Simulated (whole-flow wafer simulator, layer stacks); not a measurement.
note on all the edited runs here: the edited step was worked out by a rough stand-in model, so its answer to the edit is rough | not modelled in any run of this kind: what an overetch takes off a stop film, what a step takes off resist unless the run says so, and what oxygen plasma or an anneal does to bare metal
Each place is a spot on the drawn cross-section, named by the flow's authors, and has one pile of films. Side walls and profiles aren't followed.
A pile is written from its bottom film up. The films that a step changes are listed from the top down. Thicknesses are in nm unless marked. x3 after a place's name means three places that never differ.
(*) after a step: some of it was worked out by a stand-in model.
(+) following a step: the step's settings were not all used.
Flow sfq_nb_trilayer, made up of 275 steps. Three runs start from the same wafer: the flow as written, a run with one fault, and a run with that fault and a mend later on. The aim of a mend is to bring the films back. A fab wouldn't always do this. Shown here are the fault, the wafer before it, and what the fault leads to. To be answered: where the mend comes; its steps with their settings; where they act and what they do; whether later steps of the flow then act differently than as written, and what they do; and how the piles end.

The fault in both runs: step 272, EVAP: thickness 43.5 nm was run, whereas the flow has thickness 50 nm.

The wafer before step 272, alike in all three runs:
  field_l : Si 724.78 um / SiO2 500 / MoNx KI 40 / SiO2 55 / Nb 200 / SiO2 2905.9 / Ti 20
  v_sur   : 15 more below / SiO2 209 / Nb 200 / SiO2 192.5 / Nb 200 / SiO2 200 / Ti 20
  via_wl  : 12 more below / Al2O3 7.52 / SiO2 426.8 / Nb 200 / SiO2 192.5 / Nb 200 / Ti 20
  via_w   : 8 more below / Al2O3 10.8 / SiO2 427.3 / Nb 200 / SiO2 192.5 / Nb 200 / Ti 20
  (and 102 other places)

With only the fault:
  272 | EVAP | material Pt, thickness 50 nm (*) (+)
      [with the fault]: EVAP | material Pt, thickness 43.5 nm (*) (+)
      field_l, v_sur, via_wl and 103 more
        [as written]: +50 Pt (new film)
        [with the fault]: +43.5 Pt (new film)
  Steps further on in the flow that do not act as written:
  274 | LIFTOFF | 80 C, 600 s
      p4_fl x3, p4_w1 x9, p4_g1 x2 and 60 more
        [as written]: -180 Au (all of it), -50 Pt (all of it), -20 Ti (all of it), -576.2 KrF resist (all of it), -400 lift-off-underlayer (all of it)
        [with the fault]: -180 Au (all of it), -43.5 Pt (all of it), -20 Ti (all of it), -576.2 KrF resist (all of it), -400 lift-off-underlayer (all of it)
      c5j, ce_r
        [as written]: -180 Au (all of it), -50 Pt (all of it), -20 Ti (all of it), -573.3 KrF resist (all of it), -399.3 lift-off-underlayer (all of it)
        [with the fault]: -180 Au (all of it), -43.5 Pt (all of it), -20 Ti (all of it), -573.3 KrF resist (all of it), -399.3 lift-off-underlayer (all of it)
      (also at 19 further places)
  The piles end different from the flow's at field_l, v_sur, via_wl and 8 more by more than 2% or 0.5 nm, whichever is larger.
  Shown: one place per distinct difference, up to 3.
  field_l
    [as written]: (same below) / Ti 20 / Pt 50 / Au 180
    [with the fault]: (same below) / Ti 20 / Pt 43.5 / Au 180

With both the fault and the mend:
  The mend follows step 272.
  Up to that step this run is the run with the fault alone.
  272a | EVAP | material Pt, thickness 6.5 nm (*) (+) (the flow's step 272 again, with other settings)
      field_l, v_sur, via_wl and 103 more
        +6.5 Pt
  Every later step of the flow that is run acts as written at every place that is followed.
  The piles end the same as the flow's at every place that both follow.
